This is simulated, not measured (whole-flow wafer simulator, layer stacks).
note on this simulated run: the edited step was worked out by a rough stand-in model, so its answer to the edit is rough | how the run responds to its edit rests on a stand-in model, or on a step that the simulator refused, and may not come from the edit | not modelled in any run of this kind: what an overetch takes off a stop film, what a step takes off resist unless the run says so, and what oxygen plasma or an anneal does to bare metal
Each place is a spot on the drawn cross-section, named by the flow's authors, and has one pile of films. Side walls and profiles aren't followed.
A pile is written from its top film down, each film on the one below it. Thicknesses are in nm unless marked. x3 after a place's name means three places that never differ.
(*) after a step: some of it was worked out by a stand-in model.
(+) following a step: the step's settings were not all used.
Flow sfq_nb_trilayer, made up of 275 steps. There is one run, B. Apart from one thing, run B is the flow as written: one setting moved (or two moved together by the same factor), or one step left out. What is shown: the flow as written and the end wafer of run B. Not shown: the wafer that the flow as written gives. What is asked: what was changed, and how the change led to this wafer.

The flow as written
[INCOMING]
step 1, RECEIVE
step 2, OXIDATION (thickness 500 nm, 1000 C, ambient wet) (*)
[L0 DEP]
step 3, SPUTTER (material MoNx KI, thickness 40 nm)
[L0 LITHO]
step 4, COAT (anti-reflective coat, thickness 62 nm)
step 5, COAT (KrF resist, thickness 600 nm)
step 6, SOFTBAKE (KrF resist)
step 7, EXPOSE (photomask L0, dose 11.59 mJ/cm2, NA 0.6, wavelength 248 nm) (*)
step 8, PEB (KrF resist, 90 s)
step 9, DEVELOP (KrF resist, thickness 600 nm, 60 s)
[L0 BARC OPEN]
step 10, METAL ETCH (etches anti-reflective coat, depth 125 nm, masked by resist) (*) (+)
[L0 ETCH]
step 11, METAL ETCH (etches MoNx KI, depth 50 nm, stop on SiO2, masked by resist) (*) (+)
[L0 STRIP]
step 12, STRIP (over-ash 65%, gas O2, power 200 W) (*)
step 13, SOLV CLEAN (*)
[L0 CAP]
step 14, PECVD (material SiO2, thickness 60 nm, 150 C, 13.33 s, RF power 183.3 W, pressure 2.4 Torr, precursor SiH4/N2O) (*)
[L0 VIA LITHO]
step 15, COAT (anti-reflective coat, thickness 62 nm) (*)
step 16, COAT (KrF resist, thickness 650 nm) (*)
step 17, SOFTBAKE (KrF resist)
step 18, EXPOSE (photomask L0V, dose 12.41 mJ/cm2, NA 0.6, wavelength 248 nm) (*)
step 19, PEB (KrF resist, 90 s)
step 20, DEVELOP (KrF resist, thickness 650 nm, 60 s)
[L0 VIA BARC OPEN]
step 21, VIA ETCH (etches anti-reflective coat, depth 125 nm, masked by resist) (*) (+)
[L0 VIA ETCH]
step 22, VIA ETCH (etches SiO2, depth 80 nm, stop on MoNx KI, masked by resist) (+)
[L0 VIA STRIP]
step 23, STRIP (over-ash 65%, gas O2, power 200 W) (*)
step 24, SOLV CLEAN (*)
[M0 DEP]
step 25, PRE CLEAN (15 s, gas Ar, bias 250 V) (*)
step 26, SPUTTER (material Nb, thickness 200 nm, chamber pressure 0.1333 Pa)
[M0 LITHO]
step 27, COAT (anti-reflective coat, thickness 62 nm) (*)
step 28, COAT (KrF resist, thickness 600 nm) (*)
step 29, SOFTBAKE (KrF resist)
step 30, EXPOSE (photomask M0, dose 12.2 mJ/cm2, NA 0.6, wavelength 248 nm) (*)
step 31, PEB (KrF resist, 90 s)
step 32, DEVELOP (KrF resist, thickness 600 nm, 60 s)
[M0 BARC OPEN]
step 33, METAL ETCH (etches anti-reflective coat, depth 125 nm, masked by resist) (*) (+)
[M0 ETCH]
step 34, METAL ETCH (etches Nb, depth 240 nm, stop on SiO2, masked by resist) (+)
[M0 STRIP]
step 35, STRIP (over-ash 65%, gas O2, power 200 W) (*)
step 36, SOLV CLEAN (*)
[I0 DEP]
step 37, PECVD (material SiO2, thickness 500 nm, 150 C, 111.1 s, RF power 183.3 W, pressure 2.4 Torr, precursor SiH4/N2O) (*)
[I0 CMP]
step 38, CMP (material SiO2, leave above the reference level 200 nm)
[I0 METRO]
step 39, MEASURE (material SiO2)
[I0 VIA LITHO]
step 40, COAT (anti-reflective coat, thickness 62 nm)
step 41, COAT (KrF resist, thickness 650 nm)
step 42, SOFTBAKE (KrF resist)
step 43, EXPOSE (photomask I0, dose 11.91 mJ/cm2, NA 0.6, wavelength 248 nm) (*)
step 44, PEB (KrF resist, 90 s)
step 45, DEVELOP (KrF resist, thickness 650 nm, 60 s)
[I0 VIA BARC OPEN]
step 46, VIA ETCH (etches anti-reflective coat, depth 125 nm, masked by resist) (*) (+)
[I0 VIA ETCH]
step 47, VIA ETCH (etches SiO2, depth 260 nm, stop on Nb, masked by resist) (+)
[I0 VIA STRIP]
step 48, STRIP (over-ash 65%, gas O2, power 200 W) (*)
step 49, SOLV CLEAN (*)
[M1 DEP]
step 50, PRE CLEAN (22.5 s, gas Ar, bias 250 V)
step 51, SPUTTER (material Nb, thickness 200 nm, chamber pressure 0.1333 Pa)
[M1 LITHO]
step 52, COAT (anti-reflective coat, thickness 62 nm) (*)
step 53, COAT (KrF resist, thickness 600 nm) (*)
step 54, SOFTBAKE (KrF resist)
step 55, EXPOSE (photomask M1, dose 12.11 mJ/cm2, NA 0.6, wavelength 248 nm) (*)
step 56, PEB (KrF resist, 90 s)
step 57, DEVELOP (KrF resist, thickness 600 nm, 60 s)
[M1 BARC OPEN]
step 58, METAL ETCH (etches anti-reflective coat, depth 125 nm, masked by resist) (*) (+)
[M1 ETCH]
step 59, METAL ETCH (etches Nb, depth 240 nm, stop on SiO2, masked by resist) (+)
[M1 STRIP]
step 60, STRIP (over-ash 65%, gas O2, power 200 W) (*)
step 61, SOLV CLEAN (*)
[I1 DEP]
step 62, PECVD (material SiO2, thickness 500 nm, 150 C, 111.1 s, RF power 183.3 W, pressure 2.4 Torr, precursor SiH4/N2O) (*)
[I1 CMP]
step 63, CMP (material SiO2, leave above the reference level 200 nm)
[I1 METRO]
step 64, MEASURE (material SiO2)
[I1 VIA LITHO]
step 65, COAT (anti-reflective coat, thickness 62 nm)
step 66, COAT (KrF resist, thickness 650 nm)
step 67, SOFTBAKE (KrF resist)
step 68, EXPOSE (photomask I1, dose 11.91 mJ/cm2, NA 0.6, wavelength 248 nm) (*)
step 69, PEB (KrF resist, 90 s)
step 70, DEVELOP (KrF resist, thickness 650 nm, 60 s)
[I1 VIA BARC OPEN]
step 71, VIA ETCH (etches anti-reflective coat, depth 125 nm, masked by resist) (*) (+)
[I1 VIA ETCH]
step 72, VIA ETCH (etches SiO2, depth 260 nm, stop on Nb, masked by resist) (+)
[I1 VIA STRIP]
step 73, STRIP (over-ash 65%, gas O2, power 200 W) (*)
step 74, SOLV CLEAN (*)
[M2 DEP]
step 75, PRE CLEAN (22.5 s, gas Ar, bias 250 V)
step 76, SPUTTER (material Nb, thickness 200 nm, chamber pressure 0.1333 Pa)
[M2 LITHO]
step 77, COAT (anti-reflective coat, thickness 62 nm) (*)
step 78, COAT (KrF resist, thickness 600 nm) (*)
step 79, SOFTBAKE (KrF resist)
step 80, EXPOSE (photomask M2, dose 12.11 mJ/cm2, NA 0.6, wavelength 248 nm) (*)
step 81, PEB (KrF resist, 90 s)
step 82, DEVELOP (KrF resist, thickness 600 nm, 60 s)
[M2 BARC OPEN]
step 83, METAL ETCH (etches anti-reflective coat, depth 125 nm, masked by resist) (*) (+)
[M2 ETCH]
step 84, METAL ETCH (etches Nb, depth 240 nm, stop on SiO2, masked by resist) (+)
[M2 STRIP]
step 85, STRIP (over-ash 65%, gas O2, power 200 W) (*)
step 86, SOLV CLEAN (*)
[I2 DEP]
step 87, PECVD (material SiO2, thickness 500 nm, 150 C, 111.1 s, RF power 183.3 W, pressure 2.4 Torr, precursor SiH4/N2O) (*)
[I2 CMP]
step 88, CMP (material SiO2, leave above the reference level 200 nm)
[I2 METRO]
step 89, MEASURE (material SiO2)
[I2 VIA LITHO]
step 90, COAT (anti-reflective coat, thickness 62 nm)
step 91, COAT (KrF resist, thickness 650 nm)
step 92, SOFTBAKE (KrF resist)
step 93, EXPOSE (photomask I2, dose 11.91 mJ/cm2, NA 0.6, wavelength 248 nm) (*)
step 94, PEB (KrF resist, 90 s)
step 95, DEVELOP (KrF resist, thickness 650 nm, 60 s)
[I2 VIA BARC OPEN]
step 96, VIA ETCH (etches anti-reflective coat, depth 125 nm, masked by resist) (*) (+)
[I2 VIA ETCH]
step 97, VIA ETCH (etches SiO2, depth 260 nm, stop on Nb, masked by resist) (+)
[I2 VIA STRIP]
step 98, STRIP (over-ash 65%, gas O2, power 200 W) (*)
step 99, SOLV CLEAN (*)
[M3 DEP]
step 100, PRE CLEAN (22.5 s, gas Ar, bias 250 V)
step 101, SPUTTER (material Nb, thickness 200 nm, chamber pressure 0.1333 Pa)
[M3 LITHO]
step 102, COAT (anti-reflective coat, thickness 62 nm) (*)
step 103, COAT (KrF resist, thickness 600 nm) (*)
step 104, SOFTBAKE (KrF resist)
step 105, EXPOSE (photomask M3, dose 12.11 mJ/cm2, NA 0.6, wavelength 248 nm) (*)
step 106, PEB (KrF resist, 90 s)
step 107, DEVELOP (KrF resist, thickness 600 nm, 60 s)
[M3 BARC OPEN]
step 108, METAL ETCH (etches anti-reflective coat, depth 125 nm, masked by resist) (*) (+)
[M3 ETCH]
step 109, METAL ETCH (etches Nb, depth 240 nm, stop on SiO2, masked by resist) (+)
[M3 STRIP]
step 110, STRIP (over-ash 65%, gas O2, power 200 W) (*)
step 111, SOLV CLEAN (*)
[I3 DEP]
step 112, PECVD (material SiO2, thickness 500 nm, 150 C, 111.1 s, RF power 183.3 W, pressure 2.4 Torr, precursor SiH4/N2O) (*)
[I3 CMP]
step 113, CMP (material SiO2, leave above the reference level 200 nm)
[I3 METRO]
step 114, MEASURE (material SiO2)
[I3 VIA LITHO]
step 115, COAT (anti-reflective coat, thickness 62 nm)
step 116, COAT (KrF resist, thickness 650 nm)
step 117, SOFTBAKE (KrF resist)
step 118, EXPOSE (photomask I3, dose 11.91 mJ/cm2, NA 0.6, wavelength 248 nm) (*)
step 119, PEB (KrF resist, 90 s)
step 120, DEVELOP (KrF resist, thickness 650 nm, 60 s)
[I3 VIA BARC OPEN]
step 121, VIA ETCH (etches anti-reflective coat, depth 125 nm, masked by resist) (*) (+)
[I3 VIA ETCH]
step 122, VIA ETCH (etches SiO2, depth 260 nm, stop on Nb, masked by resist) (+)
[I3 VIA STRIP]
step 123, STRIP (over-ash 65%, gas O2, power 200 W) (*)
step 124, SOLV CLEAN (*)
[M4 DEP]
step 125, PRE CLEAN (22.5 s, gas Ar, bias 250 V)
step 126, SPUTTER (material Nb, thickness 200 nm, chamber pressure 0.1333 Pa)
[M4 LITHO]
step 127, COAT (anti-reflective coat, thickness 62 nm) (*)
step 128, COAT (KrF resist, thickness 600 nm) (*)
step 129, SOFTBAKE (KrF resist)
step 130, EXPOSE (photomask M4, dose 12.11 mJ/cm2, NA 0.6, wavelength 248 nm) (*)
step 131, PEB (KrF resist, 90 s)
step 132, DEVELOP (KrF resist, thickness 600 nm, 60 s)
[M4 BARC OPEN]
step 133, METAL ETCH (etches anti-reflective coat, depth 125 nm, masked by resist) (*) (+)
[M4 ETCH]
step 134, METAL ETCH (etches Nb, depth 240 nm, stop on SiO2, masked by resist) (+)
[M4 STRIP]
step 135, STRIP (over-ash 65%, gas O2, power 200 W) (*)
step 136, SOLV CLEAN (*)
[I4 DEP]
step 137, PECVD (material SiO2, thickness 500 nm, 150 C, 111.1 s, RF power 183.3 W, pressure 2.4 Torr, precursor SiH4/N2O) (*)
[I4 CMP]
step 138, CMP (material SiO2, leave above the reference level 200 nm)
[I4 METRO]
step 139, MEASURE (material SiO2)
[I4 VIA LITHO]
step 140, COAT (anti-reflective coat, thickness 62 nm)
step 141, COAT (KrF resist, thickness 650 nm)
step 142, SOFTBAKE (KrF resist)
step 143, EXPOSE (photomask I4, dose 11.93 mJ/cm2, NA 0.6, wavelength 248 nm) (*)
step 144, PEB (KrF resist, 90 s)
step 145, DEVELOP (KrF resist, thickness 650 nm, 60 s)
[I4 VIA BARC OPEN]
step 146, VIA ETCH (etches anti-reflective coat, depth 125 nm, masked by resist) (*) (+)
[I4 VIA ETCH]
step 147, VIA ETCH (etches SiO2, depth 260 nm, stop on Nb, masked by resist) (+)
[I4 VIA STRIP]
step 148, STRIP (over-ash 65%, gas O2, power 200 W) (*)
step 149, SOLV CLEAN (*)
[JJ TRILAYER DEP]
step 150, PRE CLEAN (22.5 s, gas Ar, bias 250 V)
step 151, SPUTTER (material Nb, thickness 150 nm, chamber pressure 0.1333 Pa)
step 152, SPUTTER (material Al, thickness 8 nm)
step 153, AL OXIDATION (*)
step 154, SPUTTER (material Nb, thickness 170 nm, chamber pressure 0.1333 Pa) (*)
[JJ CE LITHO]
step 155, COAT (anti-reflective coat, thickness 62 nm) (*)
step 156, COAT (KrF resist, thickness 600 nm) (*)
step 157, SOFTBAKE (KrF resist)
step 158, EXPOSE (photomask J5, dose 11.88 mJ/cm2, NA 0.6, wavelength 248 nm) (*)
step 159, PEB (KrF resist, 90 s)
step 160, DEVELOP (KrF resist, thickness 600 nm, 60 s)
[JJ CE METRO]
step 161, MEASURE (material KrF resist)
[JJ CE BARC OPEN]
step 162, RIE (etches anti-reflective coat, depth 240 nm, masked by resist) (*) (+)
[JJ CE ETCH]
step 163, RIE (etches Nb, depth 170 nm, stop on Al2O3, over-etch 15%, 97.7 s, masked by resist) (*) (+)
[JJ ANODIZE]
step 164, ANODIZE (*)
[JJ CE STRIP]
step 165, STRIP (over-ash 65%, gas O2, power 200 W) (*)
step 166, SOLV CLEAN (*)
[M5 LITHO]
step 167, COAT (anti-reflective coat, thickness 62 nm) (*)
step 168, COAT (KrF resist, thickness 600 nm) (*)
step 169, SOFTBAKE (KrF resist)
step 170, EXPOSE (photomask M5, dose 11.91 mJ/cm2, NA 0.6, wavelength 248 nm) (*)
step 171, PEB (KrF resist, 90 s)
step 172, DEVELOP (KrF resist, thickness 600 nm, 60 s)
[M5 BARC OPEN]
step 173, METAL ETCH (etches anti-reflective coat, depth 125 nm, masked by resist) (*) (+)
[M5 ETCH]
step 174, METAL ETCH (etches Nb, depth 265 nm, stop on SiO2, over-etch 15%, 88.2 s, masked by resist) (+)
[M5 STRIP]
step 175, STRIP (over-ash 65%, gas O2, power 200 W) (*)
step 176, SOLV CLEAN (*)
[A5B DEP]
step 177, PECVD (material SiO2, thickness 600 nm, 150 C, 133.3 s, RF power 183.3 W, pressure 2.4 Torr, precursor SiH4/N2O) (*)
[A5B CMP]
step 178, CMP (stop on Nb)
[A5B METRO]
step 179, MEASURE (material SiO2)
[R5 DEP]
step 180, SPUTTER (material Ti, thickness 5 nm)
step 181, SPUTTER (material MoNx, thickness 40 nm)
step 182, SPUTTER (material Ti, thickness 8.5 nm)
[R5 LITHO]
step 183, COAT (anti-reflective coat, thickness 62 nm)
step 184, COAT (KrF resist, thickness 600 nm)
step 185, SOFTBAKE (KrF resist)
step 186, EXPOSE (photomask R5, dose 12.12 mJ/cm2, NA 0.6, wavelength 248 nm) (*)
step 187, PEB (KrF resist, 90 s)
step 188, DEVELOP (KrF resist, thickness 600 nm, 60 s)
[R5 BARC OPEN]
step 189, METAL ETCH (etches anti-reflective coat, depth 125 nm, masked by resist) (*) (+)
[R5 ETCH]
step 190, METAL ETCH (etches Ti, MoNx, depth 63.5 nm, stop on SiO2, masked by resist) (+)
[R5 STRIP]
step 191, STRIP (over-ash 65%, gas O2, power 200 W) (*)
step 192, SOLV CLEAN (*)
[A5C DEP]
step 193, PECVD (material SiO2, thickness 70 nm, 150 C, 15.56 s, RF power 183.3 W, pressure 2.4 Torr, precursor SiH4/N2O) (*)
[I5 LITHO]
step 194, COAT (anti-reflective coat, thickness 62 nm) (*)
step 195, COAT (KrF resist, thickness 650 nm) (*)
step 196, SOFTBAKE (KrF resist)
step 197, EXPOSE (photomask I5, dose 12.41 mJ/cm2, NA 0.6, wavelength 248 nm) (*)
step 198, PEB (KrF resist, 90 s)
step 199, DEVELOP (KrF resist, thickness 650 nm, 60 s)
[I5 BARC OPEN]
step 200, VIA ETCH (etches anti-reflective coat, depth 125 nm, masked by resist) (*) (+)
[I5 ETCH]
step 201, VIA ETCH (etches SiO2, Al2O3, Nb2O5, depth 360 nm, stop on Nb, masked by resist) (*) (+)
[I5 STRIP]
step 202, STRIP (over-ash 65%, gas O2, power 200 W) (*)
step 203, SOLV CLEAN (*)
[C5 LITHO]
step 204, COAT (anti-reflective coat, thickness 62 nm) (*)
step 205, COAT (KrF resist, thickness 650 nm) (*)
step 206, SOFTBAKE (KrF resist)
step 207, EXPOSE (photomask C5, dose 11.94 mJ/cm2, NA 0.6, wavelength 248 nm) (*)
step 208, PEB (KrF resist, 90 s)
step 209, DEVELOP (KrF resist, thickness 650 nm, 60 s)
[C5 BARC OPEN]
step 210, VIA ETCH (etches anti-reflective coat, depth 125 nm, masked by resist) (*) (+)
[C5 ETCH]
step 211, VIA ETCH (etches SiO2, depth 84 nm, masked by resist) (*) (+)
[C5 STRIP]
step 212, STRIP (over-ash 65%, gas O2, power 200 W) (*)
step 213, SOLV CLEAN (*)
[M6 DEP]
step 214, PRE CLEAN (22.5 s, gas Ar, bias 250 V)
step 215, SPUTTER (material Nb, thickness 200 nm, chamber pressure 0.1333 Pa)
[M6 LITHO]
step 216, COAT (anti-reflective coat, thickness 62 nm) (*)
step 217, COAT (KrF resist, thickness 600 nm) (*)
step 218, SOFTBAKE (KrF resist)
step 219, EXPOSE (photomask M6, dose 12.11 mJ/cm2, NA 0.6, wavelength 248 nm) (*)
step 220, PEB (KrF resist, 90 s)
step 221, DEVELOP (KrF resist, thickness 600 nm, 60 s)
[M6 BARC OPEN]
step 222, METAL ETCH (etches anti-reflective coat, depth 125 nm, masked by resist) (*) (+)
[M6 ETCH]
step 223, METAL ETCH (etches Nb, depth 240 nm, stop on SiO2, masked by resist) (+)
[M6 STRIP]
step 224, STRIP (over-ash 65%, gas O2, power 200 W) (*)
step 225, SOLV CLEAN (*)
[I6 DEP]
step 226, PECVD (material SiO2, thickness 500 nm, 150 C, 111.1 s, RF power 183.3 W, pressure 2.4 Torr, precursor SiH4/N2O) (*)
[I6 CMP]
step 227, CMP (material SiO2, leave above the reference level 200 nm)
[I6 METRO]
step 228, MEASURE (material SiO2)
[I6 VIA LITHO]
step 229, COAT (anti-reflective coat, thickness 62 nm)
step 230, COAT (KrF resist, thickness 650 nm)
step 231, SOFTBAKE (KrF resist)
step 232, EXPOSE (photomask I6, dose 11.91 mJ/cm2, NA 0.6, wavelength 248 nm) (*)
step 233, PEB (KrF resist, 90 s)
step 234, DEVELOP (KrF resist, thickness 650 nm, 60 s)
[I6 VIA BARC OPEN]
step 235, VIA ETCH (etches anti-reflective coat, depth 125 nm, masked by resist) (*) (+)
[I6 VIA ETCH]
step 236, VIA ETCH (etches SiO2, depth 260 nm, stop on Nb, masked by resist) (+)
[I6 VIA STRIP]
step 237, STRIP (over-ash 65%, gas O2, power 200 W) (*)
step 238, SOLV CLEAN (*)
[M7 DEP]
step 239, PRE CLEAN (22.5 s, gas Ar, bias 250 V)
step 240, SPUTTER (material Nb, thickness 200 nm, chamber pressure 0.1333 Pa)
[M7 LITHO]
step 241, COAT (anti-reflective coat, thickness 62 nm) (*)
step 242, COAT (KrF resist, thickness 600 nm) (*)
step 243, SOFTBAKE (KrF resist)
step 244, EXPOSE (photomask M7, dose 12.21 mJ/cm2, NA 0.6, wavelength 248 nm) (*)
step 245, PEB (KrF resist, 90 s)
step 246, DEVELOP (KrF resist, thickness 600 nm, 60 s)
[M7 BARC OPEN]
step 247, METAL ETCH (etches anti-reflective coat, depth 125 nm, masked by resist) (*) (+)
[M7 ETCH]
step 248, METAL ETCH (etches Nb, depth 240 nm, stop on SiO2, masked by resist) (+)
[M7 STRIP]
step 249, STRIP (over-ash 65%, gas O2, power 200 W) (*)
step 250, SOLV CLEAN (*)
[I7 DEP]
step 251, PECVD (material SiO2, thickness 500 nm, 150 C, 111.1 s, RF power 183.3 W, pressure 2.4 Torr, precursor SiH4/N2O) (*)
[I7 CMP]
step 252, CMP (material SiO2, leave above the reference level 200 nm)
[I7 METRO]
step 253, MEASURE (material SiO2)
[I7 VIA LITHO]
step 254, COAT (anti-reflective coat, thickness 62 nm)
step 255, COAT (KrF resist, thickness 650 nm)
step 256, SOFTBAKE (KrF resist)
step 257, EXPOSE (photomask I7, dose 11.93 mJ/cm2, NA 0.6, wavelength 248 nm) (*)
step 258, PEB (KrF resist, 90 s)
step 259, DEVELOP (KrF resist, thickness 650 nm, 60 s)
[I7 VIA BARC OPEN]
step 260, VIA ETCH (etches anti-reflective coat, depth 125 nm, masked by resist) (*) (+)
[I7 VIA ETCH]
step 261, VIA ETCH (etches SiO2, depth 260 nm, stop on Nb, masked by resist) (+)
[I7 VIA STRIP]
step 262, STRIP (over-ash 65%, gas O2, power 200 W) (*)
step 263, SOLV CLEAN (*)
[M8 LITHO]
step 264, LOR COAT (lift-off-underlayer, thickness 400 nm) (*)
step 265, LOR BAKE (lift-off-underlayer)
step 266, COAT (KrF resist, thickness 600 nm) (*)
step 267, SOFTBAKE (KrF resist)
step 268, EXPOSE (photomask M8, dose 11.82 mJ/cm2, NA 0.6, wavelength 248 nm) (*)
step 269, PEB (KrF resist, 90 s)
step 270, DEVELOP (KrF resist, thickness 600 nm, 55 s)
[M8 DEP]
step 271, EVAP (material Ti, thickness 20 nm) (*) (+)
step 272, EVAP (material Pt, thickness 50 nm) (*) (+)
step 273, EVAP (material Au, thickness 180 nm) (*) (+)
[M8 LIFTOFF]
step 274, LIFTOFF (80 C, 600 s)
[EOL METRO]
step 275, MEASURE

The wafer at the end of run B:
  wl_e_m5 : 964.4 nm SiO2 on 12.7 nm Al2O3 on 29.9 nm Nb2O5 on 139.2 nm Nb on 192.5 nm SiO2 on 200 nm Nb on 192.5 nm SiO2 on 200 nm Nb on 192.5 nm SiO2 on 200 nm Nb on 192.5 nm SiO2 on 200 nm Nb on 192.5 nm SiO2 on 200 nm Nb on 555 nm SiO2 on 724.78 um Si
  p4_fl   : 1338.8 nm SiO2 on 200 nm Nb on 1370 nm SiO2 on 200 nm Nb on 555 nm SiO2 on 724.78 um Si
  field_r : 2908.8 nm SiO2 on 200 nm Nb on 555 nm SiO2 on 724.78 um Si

The reason: step 193, PECVD: thickness 32.9 nm was run, whereas the flow has thickness 70 nm; step 193, PECVD: 7.311 s was run, where the flow has 15.56 s.

The path from the change to this, step by step:
  step 193, PECVD (material SiO2, thickness 70 nm, 150 C, 15.56 s, RF power 183.3 W, pressure 2.4 Torr, precursor SiH4/N2O) (*)
      field_l, v_sur, via_wl and 92 more: SiO2 gains 32.9 (in the flow as written it would be: SiO2 gains 70)
      ce_l, c5j, ce_r and 8 more: SiO2 gains 32.9 (new film) (in the flow as written it would be: SiO2 gains 70 (new film))
  step 201, VIA ETCH (etches SiO2, Al2O3, Nb2O5, depth 360 nm, stop on Nb, masked by resist) (*) (+)
      be: SiO2 loses 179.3 (all of it), Al2O3 loses 12.7 (all of it), Nb2O5 loses 29.9 (all of it) (in the flow as written it would be: SiO2 loses 216.4 (all of it), Al2O3 loses 12.7 (all of it), Nb2O5 loses 29.9 (all of it))
  step 204, COAT (anti-reflective coat, thickness 62 nm) (*)
      wire: anti-reflective coat gains 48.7 (new film) (in the flow as written it would be: anti-reflective coat gains 47.4 (new film))
      be: anti-reflective coat gains 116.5 (new film) (in the flow as written it would be: anti-reflective coat gains 122.2 (new film))
      (as well as at 1 more place)
  step 205, COAT (KrF resist, thickness 650 nm) (*)
      be: KrF resist gains 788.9 (new film) (in the flow as written it would be: KrF resist gains 815.3 (new film))
  step 211, VIA ETCH (etches SiO2, depth 84 nm, masked by resist) (*) (+)
      field_l, v_sur, via_wl and 101 more: KrF resist loses 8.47 (in the flow as written it would be: KrF resist loses 14.5)
      c5j: SiO2 loses 32.8 (all of it), Nb loses 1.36 (in the flow as written it would be: SiO2 loses 69.9 (all of it), Nb loses 1.18)
      (as well as at 1 more place)
  step 212, STRIP (over-ash 65%, gas O2, power 200 W) (*)
      wire: KrF resist loses 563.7 (all of it), anti-reflective coat loses 48.7 (all of it) (in the flow as written it would be: KrF resist loses 555.8 (all of it), anti-reflective coat loses 47.4 (all of it))
      be: KrF resist loses 707.8 (all of it), anti-reflective coat loses 116.5 (all of it) (in the flow as written it would be: KrF resist loses 728.2 (all of it), anti-reflective coat loses 122.2 (all of it))
      (as well as at 1 more place)
  step 215, SPUTTER (material Nb, thickness 200 nm, chamber pressure 0.1333 Pa)
      be: Nb gains 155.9 (in the flow as written it would be: Nb gains 147.3)
      c5j: Nb gains 197.5 (in the flow as written it would be: Nb gains 188.4)
      (as well as at 1 more place)
  step 216, COAT (anti-reflective coat, thickness 62 nm) (*)
      wire: anti-reflective coat gains 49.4 (new film) (in the flow as written it would be: anti-reflective coat gains 48.3 (new film))
      be: anti-reflective coat gains 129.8 (new film) (in the flow as written it would be: anti-reflective coat gains 136.7 (new film))
      (as well as at 9 more places)
  step 217, COAT (KrF resist, thickness 600 nm) (*)
      be: KrF resist gains 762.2 (new film) (in the flow as written it would be: KrF resist gains 793.9 (new film))
      c5j: KrF resist gains 621 (new film) (in the flow as written it would be: KrF resist gains 636 (new film))
      (as well as at 1 more place)
  step 224, STRIP (over-ash 65%, gas O2, power 200 W) (*)
      wire: KrF resist loses 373 (all of it), anti-reflective coat loses 49.4 (all of it) (in the flow as written it would be: KrF resist loses 369.8 (all of it), anti-reflective coat loses 48.3 (all of it))
      be: KrF resist loses 544.1 (all of it), anti-reflective coat loses 129.8 (all of it) (in the flow as written it would be: KrF resist loses 575.8 (all of it), anti-reflective coat loses 136.7 (all of it))
      (as well as at 9 more places)
  step 226, PECVD (material SiO2, thickness 500 nm, 150 C, 111.1 s, RF power 183.3 W, pressure 2.4 Torr, precursor SiH4/N2O) (*)
      be: SiO2 gains 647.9 (new film) (in the flow as written it would be: SiO2 gains 693.5 (new film))
      c5j: SiO2 gains 500 (new film) (in the flow as written it would be: SiO2 gains 514.7 (new film))
  step 227, CMP (material SiO2, leave above the reference level 200 nm)
      c5j: SiO2 loses 254.3 (in the flow as written it would be: SiO2 loses 223)
      res: SiO2 loses 323.6 (in the flow as written it would be: SiO2 loses 279.4)
